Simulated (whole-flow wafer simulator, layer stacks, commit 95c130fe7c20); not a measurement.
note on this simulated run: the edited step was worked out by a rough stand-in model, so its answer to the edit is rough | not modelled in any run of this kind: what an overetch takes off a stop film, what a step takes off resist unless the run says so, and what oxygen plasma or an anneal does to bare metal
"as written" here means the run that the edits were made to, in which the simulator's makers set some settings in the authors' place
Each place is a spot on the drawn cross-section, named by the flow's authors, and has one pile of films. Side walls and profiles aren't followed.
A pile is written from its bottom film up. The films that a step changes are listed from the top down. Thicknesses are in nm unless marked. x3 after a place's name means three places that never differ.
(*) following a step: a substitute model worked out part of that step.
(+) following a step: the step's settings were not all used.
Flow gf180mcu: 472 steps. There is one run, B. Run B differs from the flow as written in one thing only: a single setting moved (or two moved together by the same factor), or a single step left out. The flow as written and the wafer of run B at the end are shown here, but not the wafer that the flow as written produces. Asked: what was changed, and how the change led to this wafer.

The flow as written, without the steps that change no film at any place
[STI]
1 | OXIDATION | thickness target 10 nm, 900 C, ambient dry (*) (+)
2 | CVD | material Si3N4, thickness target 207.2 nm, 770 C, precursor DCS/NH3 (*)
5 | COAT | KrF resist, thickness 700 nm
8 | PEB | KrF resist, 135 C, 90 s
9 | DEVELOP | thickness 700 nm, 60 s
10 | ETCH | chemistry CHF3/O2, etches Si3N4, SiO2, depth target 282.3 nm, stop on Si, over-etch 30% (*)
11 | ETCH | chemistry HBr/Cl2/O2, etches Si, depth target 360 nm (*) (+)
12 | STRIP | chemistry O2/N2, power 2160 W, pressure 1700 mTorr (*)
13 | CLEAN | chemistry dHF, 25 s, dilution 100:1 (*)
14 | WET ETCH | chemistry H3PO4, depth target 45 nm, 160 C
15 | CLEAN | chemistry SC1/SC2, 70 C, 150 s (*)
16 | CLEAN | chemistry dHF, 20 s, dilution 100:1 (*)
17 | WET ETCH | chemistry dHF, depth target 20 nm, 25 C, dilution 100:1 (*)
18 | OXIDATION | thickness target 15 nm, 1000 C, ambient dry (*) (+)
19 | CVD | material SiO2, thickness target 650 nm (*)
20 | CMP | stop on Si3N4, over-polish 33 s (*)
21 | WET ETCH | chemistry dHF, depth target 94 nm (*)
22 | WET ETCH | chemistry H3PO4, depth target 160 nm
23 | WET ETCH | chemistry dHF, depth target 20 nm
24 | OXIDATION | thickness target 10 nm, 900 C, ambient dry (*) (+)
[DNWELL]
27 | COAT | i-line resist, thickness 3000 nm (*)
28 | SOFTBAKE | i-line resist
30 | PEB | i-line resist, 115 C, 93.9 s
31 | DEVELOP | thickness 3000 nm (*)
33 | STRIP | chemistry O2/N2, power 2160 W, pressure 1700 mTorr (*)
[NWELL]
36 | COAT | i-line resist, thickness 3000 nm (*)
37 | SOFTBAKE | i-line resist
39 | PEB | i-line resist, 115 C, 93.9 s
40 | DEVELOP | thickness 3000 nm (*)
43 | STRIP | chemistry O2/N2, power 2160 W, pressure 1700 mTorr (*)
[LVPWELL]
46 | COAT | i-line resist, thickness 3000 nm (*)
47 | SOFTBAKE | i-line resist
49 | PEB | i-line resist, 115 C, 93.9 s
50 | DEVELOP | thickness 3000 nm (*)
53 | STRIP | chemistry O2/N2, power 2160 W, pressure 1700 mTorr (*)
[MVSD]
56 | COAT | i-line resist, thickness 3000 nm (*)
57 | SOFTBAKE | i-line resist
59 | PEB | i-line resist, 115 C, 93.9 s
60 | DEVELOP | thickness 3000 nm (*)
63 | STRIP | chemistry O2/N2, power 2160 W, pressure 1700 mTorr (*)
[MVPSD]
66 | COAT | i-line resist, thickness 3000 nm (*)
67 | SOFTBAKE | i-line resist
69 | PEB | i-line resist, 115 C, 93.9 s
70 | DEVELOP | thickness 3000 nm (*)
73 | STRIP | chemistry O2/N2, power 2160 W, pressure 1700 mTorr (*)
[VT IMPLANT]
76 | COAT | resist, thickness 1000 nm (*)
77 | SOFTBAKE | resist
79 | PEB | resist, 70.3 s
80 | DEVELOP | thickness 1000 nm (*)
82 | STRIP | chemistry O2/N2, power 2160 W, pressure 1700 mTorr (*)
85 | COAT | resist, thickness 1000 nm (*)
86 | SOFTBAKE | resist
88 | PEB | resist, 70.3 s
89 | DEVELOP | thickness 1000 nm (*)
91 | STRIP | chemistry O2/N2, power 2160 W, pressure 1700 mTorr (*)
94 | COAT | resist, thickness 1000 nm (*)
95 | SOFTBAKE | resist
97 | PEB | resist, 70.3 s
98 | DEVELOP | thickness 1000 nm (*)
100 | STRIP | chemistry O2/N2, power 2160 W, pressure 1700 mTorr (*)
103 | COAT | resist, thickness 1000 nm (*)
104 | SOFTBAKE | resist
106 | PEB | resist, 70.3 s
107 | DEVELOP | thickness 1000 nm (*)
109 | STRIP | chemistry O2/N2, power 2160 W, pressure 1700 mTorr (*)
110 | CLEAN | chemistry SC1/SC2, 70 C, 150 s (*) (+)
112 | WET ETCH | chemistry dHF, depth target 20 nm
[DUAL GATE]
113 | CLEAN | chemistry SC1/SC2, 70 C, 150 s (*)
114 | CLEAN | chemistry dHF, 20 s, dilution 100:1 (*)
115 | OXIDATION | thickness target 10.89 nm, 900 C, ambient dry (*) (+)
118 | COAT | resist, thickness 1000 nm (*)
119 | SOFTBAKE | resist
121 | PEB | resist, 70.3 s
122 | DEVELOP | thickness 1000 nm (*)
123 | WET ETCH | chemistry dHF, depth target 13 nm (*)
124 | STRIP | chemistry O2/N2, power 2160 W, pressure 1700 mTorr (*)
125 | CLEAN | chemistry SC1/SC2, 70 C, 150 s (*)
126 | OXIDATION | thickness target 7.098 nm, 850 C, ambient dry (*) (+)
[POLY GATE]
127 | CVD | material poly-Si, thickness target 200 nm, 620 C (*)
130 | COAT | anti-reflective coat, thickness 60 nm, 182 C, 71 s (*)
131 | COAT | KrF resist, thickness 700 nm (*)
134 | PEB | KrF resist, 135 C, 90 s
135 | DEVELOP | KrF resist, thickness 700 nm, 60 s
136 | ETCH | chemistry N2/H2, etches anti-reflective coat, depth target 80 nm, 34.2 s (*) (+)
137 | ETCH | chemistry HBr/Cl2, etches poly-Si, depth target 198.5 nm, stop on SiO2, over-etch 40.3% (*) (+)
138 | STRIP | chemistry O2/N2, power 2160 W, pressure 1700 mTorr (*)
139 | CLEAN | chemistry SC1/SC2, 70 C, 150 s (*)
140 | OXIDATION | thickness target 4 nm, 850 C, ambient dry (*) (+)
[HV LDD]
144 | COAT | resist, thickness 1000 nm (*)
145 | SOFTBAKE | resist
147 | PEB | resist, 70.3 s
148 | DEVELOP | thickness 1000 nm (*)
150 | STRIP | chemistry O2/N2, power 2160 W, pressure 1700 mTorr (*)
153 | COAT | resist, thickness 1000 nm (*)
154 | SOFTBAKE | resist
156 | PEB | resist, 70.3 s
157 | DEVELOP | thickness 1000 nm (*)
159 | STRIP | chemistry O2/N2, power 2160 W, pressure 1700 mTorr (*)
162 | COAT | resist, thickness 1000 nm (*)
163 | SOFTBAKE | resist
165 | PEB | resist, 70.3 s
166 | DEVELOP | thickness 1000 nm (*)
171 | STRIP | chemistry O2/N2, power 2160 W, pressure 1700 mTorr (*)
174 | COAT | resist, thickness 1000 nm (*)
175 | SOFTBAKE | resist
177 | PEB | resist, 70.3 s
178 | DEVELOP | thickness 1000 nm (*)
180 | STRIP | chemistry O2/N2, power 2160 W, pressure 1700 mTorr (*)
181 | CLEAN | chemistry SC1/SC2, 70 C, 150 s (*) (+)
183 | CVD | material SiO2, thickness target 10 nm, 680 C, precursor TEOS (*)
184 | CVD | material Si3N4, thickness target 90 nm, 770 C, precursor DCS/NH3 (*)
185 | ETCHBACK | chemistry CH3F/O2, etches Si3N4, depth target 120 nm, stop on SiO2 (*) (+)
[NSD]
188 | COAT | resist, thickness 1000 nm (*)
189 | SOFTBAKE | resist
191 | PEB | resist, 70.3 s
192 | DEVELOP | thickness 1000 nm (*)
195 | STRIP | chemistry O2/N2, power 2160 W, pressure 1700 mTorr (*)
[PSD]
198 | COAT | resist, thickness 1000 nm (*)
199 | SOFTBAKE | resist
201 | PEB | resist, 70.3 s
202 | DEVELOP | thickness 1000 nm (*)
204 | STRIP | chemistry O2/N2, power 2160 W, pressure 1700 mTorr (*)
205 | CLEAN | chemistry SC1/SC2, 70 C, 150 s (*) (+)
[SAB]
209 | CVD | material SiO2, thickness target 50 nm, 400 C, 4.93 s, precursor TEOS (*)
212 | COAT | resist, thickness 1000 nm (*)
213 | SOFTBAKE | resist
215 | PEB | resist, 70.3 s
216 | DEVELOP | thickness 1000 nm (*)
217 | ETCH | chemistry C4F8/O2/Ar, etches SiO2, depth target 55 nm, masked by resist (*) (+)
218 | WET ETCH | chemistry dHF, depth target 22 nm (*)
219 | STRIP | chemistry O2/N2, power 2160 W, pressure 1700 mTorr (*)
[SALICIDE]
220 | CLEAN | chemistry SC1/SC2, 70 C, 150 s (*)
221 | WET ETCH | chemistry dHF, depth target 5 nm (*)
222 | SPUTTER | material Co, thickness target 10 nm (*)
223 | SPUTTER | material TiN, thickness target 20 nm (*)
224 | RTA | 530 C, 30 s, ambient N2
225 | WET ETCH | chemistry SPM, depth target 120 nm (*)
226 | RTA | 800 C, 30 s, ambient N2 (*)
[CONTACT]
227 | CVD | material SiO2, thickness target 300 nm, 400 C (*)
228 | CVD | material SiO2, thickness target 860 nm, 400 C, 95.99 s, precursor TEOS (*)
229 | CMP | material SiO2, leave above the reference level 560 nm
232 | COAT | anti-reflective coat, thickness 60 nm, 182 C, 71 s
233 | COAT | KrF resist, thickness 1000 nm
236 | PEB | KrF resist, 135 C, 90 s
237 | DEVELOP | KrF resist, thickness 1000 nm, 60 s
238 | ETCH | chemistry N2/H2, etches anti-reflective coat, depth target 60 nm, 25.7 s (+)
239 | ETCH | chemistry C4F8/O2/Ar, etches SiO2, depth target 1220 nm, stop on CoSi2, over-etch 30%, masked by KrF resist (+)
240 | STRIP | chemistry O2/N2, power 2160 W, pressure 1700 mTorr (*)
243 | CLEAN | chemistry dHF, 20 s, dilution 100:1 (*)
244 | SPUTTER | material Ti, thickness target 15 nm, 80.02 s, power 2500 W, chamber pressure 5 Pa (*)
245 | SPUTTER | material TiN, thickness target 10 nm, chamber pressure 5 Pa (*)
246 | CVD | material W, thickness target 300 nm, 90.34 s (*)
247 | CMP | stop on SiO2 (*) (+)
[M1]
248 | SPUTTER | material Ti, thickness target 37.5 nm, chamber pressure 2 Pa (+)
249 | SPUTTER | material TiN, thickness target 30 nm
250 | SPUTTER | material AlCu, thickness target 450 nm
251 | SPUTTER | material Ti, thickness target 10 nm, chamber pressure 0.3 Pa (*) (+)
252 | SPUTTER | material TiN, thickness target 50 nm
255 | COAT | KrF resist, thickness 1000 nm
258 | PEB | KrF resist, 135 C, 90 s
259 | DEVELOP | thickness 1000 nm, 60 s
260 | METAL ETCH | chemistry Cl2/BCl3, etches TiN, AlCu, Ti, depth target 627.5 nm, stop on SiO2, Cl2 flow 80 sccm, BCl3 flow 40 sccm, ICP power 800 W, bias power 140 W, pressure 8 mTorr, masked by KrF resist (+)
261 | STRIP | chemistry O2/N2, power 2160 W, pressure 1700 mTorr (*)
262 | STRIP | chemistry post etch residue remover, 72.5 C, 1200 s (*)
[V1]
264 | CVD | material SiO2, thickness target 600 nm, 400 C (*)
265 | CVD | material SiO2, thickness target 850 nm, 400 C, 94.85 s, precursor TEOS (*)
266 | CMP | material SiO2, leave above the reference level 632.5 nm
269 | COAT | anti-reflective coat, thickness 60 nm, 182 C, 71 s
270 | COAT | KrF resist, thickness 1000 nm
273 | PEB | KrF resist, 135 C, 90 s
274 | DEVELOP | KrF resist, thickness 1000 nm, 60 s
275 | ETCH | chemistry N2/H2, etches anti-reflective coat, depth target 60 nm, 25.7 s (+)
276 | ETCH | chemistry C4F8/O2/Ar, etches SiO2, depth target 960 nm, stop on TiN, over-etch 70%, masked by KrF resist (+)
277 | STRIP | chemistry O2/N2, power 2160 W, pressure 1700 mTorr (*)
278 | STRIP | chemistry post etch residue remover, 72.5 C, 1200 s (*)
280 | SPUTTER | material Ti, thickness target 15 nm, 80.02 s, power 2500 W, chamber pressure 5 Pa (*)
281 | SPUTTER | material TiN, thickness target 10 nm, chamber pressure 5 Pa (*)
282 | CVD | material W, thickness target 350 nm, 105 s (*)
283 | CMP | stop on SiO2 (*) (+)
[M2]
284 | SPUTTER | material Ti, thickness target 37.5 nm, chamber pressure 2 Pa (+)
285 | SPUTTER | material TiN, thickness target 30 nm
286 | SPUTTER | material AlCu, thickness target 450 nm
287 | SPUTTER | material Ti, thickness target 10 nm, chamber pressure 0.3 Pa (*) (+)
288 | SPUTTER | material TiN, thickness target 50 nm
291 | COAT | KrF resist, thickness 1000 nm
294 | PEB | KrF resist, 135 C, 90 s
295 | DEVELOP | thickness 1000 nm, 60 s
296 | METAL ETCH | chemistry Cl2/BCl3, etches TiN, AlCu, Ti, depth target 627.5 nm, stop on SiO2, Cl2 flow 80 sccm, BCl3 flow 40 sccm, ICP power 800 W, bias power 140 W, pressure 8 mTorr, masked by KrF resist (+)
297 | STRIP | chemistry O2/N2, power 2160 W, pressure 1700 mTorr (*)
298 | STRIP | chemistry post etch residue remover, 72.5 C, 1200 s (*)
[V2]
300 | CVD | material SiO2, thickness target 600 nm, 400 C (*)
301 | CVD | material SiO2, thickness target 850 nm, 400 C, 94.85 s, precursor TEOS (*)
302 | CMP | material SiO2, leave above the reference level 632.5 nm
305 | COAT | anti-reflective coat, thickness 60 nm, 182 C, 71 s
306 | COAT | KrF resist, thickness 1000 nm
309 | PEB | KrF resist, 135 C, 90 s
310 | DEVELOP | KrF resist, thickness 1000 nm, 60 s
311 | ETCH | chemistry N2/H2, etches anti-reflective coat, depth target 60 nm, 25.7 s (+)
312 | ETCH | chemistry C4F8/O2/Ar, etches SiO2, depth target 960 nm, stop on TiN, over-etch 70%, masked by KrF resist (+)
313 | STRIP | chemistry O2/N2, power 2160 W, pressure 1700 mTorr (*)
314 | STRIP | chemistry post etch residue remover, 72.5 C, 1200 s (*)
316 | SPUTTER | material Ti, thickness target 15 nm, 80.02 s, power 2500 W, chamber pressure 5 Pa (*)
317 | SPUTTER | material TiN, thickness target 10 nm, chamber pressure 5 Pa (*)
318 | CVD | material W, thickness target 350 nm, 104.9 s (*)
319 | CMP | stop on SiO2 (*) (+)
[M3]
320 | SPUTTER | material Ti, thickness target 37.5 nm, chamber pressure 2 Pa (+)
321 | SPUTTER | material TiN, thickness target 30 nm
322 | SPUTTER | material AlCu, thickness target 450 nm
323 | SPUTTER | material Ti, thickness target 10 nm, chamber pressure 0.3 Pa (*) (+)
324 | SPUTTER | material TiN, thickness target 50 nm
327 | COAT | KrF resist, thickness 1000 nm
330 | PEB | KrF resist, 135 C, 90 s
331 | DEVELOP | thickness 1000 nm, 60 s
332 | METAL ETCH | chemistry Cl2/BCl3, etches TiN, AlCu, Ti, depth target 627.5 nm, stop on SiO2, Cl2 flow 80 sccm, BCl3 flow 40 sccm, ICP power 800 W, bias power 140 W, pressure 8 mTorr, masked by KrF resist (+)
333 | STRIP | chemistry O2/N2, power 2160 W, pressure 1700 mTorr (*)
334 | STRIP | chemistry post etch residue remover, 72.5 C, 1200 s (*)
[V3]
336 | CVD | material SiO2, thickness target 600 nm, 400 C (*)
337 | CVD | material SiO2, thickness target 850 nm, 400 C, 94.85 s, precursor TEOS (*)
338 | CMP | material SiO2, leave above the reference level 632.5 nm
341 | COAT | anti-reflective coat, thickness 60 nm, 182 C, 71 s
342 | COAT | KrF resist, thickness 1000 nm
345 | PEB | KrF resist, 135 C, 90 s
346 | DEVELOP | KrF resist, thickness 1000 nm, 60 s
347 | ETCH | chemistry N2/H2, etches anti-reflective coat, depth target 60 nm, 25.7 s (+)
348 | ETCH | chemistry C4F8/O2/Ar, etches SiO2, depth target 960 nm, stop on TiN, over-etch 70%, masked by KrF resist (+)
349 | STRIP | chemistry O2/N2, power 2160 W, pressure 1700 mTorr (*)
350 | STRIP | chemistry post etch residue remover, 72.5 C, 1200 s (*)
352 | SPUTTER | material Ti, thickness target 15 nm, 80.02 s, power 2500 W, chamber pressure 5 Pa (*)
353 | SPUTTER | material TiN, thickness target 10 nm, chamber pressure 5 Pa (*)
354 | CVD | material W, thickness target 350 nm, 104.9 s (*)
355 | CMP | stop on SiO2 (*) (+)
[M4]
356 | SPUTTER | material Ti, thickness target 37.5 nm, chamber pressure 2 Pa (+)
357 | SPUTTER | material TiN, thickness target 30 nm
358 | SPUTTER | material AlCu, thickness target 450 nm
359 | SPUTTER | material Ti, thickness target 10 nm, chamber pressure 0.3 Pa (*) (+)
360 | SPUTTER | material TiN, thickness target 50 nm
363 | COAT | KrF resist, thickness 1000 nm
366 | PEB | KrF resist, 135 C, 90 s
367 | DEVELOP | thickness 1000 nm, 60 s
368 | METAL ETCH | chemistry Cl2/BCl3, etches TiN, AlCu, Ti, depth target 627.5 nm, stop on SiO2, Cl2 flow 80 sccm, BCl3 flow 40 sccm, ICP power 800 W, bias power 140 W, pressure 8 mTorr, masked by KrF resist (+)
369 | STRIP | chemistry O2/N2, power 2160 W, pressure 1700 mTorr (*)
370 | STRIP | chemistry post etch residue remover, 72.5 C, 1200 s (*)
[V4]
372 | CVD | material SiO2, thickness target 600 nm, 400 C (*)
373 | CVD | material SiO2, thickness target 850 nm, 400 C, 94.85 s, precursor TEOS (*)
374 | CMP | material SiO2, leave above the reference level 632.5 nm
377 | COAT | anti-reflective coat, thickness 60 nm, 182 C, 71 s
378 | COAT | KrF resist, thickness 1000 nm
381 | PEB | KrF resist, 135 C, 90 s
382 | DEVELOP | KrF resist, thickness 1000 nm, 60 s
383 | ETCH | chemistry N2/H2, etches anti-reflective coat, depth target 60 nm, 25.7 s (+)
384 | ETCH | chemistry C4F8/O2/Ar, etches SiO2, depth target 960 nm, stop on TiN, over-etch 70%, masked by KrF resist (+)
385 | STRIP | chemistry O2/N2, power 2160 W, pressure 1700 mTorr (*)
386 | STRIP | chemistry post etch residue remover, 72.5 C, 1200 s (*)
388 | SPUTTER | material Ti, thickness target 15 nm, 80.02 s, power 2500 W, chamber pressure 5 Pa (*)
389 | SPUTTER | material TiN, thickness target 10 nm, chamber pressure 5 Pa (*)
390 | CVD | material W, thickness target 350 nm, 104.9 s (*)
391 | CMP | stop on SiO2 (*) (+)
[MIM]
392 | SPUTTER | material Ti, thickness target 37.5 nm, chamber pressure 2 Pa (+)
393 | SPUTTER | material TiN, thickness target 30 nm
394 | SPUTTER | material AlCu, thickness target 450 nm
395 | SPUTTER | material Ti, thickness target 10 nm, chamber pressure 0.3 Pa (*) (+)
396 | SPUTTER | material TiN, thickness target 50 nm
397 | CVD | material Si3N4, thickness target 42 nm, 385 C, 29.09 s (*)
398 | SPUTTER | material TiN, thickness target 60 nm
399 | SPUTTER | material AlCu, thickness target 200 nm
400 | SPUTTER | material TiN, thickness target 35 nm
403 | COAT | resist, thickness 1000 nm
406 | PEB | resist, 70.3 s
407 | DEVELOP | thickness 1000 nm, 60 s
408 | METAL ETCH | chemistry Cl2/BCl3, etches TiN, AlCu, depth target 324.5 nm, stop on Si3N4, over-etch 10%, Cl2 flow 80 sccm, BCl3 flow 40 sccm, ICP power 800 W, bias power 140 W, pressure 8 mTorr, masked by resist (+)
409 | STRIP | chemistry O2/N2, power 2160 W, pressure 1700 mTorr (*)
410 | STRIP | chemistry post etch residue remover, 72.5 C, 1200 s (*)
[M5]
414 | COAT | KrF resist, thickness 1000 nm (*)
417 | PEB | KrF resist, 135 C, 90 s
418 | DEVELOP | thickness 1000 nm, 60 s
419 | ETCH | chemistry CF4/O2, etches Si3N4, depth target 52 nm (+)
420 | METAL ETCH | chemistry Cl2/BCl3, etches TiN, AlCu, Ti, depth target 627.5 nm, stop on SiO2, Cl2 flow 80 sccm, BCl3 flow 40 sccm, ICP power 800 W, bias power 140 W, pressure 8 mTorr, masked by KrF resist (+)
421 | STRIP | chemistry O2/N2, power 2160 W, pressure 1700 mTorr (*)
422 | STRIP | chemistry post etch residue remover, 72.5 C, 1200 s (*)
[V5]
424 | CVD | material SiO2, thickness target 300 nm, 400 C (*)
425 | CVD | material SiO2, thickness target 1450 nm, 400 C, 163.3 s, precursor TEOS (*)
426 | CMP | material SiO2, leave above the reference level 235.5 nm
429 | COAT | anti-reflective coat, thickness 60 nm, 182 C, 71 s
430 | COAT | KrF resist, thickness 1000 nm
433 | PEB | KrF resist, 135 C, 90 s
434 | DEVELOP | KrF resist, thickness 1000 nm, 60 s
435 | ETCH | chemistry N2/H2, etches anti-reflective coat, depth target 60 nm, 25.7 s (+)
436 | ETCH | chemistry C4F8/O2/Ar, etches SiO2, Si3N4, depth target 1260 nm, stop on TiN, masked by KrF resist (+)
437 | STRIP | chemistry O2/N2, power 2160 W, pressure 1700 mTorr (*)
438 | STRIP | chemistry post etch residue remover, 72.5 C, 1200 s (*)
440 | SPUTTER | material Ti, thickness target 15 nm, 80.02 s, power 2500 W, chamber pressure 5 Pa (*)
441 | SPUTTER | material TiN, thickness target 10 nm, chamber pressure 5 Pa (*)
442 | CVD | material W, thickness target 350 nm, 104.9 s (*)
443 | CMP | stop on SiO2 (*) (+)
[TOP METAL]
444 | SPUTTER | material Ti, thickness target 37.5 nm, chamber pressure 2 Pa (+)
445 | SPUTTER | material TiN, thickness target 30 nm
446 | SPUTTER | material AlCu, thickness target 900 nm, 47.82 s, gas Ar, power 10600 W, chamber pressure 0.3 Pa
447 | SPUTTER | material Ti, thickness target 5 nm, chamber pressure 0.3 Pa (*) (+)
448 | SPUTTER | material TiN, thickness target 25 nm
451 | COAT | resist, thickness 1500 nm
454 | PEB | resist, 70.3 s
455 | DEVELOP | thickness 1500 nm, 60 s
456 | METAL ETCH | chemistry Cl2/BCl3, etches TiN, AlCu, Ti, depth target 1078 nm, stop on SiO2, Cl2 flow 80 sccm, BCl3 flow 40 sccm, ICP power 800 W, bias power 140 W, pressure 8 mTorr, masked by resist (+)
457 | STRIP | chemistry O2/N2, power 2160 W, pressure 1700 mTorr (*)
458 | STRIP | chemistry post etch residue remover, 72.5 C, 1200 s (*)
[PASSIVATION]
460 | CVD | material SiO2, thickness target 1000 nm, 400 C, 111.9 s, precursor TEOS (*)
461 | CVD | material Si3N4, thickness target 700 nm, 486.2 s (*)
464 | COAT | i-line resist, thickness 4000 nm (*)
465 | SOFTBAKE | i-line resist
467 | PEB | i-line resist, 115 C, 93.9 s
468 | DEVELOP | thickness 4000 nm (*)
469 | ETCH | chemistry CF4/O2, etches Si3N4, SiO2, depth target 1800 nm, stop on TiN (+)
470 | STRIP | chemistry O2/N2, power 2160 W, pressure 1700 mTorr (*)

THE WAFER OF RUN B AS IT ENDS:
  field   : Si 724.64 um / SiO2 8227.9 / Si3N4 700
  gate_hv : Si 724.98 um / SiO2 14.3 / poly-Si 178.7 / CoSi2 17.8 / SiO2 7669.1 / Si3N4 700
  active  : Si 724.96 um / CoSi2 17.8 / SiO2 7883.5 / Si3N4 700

What caused this: step 222, SPUTTER: thickness target 5.1 nm was run, while the flow as written has thickness target 10 nm.

Step by step, how the change led to this:
  222 | SPUTTER | material Co, thickness target 10 nm (*)
      field, field__w7, field__w8 and 71 more: +5.1 Co (new film) (as written it would have been: +10 Co (new film))
      field__w2, mim: +4.41 Co (new film) (as written it would have been: +8.65 Co (new film))
      (also at 35 further places)
  224 | RTA | 530 C, 30 s, ambient N2
      gate, gate_hv, gate_p and 22 more: under 1 film: +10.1 CoSi (new film), -5.1 Co (all of it), -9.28 poly-Si (as written it would have been: under 1 film: +19.9 CoSi (new film), -10 Co (all of it), -18.2 poly-Si)
      active, p_well, sd_n and 11 more: under 1 film: +10.1 CoSi (new film), -5.1 Co (all of it), -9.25 Si (as written it would have been: under 1 film: +19.9 CoSi (new film), -10 Co (all of it), -18.1 Si)
      (also at 10 further places)
  225 | WET ETCH | chemistry SPM, depth target 120 nm (*)
      field, field__w7, field__w8 and 32 more: -20 TiN (all of it), -5.1 Co (all of it) (as written it would have been: -20 TiN (all of it), -10 Co (all of it))
      field__w9, nw_enc_fld_lv__w3: -19.1 TiN (all of it), -4.9 Co (all of it) (as written it would have been: -19.1 TiN (all of it), -9.6 Co (all of it))
      (also at 25 further places)
  226 | RTA | 800 C, 30 s, ambient N2 (*)
      gate, gate_hv, gate_p and 22 more: +17.8 CoSi2 (new film), -10.1 CoSi (all of it), -9.28 poly-Si (as written it would have been: +35 CoSi2 (new film), -19.9 CoSi (all of it), -18.2 poly-Si)
      active, p_well, sd_n and 11 more: +17.8 CoSi2 (new film), -10.1 CoSi (all of it), -9.25 Si (as written it would have been: +35 CoSi2 (new film), -19.9 CoSi (all of it), -18.1 Si)
      (also at 10 further places)
